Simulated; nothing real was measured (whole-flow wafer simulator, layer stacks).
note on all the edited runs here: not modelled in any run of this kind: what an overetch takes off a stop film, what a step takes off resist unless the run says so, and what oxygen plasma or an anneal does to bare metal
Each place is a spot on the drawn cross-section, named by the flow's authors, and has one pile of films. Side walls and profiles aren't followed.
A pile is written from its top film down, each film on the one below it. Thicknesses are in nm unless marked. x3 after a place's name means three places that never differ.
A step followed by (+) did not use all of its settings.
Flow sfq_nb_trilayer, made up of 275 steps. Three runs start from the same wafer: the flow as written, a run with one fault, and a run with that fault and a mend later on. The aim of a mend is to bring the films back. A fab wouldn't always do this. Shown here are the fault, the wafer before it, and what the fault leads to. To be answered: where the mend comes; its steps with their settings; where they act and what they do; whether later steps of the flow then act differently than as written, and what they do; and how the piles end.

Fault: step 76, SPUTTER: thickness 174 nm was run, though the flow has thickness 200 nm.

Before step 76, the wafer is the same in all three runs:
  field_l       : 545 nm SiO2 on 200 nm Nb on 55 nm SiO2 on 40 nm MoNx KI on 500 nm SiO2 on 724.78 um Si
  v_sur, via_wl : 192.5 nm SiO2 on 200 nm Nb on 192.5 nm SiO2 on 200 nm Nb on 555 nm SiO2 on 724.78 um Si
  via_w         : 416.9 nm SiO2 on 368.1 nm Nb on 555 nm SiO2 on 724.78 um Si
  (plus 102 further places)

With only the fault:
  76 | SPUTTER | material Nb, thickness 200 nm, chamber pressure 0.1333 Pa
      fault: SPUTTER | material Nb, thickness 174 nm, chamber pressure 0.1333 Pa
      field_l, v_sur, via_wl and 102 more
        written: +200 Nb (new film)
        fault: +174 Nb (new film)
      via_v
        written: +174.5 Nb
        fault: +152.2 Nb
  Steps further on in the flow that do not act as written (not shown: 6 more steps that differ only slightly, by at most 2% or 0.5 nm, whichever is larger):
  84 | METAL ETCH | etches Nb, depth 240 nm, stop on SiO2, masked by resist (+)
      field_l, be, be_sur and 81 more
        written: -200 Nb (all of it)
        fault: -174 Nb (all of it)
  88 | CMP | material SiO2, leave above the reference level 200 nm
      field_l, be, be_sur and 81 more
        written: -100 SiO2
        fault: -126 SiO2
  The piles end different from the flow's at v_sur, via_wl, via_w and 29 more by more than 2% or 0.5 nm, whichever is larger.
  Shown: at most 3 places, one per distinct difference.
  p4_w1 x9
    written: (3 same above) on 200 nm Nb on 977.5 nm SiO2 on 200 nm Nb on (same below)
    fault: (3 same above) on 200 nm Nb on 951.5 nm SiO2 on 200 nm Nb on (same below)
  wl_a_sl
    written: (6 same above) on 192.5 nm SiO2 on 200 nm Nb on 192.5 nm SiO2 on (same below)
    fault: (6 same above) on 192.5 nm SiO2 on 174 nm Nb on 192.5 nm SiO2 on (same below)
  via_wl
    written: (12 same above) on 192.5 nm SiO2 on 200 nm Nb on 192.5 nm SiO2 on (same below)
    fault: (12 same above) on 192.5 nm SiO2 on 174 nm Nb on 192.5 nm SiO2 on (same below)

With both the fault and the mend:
  The mend follows step 76.
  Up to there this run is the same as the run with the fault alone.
  76a | SPUTTER | material Nb, thickness 26 nm, chamber pressure 0.1333 Pa (the flow's step 76 again, with other settings)
      field_l, v_sur, via_wl and 102 more
        +26 Nb
      via_v
        +20.1 Nb
  Every later step of the flow that is run acts as written, at every place that is followed, to within 2% or 0.5 nm, whichever is larger.
  The piles end only slightly different from the flow's at the places that both follow, by no more than 2% or 0.5 nm, whichever is larger.
